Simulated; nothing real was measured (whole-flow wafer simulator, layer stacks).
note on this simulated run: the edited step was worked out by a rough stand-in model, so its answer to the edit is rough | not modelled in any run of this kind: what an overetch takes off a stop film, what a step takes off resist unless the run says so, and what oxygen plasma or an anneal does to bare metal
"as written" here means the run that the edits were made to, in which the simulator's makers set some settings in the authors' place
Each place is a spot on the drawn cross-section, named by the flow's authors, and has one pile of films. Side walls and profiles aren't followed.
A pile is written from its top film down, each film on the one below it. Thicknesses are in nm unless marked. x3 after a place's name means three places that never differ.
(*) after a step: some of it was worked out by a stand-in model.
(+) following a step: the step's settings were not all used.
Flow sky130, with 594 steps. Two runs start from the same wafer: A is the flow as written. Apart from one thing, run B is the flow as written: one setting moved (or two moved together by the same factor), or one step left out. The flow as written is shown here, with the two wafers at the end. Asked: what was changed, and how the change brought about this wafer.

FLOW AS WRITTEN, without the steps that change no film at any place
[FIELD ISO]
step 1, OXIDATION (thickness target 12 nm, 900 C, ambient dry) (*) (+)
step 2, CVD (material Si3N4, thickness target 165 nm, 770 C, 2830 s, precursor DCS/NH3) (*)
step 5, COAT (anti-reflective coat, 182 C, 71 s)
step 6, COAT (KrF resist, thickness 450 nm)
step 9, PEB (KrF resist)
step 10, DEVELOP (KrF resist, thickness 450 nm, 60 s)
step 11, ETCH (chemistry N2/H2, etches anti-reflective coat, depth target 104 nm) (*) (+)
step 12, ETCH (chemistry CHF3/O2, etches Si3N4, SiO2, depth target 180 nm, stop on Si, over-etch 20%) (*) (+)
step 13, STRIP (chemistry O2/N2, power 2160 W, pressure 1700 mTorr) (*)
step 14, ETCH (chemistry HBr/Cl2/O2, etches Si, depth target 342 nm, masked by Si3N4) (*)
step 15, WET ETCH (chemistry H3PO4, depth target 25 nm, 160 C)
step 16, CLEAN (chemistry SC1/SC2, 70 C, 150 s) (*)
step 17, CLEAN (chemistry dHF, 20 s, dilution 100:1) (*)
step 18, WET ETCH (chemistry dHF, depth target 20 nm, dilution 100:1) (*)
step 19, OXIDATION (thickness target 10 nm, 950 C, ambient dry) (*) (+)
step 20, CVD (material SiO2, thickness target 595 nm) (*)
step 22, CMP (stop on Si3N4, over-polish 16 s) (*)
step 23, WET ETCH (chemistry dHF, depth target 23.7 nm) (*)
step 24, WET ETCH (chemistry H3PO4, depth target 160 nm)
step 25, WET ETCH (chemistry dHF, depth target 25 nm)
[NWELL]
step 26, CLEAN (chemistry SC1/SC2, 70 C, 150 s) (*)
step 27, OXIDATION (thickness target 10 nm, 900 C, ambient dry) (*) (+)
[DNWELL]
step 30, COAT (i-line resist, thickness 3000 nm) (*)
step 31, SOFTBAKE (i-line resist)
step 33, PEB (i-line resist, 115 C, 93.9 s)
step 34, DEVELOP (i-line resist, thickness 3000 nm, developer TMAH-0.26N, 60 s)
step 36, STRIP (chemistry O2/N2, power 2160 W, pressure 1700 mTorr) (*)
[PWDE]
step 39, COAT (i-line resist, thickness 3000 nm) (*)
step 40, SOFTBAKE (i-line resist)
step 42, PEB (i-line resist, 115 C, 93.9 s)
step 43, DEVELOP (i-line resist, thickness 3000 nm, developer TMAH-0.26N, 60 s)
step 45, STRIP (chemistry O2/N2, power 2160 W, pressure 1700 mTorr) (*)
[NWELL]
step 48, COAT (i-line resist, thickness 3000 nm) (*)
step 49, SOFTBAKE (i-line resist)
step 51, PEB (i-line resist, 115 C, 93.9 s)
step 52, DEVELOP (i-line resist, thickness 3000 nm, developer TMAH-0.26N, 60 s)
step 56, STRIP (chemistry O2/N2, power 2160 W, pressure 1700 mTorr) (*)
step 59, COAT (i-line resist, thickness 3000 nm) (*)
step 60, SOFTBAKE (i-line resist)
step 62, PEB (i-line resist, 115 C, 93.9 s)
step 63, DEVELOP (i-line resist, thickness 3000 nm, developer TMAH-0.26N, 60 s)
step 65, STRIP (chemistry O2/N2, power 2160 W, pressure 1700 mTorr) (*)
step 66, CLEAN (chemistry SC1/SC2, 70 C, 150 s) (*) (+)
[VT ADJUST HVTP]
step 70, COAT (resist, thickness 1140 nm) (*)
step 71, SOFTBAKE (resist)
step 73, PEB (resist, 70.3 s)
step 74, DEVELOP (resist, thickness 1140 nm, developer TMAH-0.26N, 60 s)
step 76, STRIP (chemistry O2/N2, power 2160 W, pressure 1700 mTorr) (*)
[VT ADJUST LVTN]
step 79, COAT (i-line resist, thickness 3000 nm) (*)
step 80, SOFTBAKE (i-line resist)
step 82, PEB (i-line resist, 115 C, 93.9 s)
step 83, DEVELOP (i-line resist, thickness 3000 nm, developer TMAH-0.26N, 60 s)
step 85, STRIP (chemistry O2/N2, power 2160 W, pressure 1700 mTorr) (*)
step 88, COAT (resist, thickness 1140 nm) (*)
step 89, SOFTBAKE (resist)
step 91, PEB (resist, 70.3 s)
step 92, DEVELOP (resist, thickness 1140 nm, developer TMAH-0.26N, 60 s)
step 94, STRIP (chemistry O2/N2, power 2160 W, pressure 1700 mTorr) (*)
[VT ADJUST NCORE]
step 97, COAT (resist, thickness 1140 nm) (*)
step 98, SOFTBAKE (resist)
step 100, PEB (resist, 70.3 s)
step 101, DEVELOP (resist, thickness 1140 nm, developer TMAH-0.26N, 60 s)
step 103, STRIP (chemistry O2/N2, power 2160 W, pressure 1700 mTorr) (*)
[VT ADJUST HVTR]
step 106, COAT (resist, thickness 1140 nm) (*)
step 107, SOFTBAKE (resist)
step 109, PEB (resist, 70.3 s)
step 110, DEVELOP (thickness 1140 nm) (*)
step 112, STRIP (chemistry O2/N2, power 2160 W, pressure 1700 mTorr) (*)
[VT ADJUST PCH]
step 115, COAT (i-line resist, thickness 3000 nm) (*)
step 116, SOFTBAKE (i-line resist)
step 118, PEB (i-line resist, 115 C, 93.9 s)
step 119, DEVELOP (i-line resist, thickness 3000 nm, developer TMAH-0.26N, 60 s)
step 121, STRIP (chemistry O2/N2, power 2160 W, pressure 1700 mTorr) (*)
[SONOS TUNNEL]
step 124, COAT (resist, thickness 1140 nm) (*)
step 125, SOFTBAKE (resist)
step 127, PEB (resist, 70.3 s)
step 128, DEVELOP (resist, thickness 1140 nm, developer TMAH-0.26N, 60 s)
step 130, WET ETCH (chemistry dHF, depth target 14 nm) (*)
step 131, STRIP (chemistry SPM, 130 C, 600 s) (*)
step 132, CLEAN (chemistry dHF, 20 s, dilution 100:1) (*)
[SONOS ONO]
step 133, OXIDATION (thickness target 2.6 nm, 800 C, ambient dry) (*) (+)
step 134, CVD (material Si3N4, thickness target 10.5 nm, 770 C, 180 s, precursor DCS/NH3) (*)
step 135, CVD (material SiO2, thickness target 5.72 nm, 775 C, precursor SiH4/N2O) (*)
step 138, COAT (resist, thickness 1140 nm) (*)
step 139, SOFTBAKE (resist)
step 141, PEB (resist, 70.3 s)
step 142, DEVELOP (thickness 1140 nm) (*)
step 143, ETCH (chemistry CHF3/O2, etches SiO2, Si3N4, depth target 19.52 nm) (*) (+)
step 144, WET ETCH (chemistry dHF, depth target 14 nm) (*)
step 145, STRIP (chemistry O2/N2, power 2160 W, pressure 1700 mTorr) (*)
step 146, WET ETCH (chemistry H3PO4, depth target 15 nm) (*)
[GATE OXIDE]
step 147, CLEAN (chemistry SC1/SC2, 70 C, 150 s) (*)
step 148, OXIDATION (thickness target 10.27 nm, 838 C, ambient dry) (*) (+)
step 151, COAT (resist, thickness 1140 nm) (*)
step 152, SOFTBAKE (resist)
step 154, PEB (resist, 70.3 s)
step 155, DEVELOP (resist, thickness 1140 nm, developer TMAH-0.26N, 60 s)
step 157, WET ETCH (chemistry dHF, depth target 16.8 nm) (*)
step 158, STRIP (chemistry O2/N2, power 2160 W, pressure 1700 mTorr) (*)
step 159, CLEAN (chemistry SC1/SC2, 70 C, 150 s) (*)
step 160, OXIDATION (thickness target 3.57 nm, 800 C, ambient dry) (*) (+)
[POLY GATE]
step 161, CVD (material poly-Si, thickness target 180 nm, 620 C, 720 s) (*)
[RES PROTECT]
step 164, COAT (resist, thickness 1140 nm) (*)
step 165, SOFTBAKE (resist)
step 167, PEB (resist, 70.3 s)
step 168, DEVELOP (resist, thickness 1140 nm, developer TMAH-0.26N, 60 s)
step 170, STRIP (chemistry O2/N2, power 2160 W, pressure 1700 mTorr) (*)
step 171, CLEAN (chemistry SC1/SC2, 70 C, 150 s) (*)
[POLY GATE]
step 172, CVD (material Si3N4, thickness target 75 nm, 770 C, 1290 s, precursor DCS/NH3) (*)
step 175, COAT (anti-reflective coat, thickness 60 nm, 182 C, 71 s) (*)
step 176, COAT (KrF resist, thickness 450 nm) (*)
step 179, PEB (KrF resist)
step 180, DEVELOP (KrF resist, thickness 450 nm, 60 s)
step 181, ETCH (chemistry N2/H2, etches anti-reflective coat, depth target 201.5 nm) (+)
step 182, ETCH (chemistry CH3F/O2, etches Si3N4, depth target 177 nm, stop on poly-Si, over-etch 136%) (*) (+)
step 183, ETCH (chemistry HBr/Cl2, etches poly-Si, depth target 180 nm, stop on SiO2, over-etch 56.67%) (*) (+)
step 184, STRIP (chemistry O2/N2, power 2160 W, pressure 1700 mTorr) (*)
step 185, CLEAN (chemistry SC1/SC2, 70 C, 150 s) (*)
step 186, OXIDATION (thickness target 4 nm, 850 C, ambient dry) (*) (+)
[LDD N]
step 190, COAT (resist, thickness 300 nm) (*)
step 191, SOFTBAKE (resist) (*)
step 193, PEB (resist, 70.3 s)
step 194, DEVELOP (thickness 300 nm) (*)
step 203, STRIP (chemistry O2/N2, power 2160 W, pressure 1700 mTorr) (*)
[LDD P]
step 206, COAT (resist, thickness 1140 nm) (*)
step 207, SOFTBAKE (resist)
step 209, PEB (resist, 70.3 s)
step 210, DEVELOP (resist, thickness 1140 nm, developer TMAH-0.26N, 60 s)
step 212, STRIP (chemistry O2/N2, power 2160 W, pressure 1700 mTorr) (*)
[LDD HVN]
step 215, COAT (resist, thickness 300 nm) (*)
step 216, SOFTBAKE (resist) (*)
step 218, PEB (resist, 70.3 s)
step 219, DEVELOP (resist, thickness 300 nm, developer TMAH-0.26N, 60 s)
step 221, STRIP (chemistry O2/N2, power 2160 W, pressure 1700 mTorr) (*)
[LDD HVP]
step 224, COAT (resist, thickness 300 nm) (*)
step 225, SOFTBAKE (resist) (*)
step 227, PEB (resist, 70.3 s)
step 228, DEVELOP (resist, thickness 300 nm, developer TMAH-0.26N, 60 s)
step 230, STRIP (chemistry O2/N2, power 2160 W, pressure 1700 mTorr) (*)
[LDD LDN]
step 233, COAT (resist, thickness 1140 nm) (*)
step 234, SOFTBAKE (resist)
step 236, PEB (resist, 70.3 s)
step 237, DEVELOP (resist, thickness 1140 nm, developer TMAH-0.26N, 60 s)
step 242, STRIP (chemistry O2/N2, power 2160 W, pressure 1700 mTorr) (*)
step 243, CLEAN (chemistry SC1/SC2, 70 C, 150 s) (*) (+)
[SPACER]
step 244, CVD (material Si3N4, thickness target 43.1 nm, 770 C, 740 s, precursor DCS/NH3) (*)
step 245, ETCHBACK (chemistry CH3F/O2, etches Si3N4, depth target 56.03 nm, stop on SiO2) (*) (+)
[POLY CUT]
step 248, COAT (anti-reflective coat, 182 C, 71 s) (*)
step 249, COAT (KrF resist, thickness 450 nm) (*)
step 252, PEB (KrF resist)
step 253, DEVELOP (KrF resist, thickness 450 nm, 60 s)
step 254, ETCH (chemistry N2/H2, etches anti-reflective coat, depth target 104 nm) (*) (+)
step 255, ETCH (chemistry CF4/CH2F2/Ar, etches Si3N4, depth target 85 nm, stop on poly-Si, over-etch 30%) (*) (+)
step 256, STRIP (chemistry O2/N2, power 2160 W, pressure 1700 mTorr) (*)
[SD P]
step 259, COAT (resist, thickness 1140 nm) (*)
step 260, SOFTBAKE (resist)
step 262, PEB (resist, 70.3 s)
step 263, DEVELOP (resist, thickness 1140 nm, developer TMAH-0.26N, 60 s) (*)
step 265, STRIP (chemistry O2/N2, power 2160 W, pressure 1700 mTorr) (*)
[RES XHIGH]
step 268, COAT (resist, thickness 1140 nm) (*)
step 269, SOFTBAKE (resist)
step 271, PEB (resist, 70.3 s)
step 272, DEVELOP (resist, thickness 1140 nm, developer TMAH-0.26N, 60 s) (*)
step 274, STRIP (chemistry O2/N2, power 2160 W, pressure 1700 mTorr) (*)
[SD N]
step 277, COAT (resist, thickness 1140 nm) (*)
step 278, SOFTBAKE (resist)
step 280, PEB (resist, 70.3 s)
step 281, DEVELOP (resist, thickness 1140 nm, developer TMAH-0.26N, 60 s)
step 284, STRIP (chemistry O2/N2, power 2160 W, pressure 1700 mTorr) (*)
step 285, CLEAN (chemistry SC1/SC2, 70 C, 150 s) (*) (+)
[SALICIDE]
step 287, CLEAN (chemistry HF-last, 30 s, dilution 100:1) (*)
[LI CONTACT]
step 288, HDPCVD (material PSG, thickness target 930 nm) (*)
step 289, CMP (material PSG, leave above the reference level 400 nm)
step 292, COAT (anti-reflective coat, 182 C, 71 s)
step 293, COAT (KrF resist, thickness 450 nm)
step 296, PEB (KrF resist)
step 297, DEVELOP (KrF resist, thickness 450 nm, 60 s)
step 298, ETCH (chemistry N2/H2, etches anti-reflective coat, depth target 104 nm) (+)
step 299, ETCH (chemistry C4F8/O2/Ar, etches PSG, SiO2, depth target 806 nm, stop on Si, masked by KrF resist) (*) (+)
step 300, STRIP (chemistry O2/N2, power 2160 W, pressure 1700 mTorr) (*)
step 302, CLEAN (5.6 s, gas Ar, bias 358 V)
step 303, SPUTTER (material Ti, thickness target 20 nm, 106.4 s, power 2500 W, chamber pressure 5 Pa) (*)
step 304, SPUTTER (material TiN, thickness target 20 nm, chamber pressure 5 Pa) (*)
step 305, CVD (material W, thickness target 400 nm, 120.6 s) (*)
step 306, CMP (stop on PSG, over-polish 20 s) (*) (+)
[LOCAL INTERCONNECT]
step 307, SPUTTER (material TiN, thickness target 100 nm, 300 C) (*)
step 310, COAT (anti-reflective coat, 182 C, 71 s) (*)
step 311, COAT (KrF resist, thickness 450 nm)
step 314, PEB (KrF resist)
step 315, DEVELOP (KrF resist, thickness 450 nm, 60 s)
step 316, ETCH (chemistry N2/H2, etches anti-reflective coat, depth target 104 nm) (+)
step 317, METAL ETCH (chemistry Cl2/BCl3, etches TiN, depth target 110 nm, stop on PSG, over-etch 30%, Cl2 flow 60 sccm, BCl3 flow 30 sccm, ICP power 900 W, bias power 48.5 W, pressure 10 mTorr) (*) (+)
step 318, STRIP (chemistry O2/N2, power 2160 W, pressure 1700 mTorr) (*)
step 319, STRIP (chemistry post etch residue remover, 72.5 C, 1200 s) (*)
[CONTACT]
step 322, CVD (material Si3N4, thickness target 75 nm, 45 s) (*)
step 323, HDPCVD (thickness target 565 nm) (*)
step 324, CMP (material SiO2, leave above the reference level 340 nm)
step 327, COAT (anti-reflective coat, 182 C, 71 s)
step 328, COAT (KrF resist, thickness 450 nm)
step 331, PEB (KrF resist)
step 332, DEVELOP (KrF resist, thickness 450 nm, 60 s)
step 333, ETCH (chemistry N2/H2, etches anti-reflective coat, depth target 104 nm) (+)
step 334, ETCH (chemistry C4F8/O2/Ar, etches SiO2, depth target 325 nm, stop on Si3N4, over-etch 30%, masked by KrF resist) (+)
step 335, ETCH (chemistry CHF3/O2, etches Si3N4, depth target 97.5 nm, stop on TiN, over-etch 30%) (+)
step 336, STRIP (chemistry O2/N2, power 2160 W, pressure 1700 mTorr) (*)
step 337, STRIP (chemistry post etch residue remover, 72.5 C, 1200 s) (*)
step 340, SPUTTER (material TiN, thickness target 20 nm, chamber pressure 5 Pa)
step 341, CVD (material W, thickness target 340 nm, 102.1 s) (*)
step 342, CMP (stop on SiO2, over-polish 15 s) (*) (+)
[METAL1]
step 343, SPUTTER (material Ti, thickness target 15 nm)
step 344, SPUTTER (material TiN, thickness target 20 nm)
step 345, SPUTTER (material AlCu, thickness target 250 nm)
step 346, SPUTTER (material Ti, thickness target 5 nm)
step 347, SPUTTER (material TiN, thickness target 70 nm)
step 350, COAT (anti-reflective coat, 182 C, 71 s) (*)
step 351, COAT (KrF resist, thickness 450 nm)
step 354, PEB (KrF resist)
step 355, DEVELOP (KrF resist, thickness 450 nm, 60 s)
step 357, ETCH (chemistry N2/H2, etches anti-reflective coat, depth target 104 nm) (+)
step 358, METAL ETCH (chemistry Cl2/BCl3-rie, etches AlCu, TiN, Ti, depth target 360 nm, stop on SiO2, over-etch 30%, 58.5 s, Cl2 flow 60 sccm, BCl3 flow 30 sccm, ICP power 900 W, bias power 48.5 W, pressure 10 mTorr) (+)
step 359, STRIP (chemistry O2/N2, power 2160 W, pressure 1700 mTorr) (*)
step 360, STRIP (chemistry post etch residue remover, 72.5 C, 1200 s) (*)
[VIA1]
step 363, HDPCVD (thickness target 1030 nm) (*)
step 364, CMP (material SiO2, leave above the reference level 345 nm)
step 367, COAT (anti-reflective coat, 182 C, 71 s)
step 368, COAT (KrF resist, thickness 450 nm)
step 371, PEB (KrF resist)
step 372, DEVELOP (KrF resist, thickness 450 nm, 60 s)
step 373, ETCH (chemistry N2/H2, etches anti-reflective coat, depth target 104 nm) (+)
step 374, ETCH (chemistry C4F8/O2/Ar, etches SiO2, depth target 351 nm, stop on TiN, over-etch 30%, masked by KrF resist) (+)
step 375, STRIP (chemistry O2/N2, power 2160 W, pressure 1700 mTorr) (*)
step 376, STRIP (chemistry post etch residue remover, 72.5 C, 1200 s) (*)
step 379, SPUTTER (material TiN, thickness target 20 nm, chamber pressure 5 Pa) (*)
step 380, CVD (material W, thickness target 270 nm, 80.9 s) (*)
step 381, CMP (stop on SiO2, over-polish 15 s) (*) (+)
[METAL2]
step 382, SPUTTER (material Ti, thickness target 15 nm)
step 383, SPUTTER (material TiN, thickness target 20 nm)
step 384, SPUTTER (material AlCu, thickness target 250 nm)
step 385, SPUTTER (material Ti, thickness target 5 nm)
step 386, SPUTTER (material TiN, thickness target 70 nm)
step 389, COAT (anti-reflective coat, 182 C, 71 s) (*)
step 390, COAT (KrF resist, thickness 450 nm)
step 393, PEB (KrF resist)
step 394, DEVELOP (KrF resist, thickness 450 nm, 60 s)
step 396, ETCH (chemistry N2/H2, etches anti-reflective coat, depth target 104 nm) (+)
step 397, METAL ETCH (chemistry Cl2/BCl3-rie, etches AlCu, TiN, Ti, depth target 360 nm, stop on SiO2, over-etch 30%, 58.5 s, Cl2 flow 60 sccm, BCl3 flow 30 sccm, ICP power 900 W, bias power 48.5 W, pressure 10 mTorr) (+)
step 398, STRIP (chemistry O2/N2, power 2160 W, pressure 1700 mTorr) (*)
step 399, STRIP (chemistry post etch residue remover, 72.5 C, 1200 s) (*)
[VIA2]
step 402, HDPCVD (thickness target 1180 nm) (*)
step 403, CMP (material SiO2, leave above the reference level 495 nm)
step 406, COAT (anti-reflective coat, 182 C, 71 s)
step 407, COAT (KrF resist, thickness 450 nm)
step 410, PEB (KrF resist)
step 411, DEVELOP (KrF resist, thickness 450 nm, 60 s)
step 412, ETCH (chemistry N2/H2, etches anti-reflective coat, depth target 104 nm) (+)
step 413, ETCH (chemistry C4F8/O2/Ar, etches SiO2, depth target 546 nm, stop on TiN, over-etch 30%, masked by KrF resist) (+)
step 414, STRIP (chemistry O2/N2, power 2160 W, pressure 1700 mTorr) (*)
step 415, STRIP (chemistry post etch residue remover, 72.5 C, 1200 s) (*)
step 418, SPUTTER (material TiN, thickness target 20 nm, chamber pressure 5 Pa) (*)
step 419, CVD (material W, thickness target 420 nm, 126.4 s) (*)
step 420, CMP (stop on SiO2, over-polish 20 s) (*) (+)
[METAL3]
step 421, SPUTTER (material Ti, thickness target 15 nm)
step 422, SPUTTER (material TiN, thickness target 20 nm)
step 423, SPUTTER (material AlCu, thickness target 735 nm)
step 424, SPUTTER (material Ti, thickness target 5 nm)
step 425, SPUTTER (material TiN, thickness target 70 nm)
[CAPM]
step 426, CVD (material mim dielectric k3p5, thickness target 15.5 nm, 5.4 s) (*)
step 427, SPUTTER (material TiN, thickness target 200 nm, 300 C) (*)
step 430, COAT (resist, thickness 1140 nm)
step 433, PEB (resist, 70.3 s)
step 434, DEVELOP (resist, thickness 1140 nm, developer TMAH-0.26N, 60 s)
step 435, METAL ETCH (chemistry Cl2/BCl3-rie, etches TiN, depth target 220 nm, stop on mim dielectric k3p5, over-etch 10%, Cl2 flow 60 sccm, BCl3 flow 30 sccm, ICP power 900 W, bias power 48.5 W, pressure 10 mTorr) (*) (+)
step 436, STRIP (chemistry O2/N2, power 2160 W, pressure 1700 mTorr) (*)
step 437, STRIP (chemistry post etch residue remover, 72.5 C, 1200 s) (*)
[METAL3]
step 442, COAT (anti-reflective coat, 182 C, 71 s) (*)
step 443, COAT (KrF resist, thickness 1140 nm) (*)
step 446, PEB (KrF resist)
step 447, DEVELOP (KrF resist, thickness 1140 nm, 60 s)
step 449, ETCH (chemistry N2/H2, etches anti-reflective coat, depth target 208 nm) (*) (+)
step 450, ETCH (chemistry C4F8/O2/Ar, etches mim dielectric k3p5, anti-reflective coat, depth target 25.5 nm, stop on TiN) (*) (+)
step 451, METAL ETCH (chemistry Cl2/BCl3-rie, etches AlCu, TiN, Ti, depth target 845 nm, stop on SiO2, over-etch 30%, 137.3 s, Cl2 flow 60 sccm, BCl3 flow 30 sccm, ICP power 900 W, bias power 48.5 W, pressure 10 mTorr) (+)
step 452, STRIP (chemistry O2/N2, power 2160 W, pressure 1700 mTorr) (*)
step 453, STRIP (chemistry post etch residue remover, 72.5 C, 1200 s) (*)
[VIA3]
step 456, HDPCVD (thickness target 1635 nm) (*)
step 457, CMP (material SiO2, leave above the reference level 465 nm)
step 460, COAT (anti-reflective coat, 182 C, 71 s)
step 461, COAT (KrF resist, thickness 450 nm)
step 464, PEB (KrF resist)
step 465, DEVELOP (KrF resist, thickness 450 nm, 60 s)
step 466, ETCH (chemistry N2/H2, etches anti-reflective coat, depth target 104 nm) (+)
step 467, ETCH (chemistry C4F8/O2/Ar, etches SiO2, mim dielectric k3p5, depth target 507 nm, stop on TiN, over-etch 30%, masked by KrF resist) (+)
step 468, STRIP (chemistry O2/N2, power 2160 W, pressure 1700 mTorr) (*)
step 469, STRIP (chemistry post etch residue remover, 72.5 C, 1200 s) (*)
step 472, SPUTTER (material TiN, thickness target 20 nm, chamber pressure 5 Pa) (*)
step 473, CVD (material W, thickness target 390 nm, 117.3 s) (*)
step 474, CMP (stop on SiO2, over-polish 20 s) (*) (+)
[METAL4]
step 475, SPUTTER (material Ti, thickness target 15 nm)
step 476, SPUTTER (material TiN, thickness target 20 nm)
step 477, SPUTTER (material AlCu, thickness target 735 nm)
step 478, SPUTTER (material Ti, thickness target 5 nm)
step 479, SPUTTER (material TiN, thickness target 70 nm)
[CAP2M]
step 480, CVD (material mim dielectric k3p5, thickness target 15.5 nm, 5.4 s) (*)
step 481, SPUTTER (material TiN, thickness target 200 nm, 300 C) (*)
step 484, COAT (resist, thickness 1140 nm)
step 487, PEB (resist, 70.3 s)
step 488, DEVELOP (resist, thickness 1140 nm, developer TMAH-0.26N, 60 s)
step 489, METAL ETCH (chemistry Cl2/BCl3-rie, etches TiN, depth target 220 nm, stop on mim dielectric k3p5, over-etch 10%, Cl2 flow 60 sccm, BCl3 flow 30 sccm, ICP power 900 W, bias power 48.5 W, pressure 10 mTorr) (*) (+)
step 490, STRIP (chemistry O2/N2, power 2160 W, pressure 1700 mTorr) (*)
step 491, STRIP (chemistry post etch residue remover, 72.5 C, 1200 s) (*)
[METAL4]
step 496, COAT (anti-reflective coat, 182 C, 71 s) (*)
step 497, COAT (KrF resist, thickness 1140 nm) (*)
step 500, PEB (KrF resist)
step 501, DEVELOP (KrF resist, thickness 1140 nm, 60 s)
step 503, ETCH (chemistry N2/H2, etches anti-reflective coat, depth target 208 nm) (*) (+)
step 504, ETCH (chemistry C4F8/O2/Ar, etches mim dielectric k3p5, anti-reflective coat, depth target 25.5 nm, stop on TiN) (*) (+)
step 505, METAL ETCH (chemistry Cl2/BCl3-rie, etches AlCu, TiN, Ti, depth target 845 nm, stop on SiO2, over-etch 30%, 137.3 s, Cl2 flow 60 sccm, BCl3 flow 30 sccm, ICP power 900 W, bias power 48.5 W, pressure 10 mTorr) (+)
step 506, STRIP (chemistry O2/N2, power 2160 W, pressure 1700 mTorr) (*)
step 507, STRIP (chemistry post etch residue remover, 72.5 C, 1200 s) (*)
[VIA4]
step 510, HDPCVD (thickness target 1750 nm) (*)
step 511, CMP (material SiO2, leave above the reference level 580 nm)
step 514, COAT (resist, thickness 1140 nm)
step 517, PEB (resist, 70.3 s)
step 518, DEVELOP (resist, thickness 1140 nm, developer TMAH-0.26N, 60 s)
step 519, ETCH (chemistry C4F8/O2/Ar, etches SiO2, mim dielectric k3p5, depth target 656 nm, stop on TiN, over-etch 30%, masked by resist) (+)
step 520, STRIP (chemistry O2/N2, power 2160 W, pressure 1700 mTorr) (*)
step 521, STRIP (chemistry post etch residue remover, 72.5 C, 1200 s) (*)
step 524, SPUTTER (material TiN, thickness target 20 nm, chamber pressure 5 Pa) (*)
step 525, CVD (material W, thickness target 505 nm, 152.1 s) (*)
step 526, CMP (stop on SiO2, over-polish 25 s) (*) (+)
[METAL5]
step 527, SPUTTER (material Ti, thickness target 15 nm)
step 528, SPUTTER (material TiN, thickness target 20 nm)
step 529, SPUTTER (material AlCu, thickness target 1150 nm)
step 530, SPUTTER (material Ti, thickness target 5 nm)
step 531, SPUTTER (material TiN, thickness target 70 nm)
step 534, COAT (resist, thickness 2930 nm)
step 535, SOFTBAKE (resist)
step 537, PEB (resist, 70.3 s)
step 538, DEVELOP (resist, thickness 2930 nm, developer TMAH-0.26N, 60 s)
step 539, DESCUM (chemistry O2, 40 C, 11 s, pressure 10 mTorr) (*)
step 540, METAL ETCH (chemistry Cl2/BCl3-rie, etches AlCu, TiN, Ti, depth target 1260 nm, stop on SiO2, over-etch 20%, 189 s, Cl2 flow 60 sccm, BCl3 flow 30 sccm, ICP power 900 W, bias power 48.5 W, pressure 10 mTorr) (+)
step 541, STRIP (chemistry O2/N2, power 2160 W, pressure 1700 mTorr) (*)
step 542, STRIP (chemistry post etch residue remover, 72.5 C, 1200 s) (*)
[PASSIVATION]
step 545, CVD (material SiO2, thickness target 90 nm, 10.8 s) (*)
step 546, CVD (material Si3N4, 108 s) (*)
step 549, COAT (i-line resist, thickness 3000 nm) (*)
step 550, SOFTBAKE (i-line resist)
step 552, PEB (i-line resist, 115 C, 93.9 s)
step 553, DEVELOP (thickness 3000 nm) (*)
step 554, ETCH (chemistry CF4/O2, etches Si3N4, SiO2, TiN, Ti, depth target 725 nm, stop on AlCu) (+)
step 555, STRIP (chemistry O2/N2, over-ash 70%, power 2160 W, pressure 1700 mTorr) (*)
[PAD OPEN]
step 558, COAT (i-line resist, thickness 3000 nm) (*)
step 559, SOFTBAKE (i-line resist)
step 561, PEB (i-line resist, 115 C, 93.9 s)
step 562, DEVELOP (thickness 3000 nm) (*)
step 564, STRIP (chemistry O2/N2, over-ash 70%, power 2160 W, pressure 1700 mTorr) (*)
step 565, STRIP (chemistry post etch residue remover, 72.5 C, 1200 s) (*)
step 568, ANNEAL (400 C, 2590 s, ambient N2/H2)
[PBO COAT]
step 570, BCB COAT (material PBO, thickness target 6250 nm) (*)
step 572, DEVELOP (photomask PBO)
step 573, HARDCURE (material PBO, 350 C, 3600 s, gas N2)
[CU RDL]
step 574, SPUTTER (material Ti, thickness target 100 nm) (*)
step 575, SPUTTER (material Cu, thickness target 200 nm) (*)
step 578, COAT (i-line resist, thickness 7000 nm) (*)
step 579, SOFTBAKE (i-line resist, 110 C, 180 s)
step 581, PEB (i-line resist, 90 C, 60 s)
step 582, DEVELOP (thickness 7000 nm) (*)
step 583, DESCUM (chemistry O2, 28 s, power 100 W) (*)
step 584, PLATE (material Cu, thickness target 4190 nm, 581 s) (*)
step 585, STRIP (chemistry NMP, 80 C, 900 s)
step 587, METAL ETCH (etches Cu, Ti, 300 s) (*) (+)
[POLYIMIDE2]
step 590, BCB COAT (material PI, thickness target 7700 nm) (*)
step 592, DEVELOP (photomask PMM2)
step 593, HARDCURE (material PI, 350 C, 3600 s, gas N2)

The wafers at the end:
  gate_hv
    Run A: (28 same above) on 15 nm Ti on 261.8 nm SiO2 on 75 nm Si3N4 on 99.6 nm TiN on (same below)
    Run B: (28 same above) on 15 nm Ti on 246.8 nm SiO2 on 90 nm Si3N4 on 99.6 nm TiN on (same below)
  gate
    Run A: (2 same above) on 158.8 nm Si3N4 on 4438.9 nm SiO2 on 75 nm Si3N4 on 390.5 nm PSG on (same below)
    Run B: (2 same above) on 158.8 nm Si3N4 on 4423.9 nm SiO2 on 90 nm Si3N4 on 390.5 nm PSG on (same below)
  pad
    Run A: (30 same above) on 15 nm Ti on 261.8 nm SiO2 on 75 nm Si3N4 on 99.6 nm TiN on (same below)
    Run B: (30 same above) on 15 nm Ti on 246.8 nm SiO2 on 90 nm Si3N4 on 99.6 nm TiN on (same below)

What caused this: step 322, CVD: thickness target 90 nm was run, whereas the flow has thickness target 75 nm; step 322, CVD: 54 s was run, where the flow has 45 s.
One can read it off the wafer: gate_hv has Si3N4 90, and step 322 as written asks for 75 nm.

The path from the change to this, step by step:
  step 322, CVD (material Si3N4, thickness target 75 nm, 45 s) (*)
      field, active, n_well and 188 more: A +75 Si3N4 (new film) | B +90 Si3N4 (new film)
  step 324, CMP (material SiO2, leave above the reference level 340 nm)
      n_well, p_well, gate_hv and 93 more: A -300 SiO2 | B -315 SiO2
      field, active, gate and 88 more: A -200.4 SiO2 | B -215.4 SiO2
      (as well as at 4 more places)
  step 334, ETCH (chemistry C4F8/O2/Ar, etches SiO2, depth target 325 nm, stop on Si3N4, over-etch 30%, masked by KrF resist) (+)
      poly_licon, ndiff_licon, ndiff_licon_cpp, rpo_hd_licon: A -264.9 SiO2 (all of it) | B -249.9 SiO2 (all of it)
  step 335, ETCH (chemistry CHF3/O2, etches Si3N4, depth target 97.5 nm, stop on TiN, over-etch 30%) (+)
      poly_licon, ndiff_licon, ndiff_licon_cpp, rpo_hd_licon: A -75 Si3N4 (all of it) | B -90 Si3N4 (all of it)
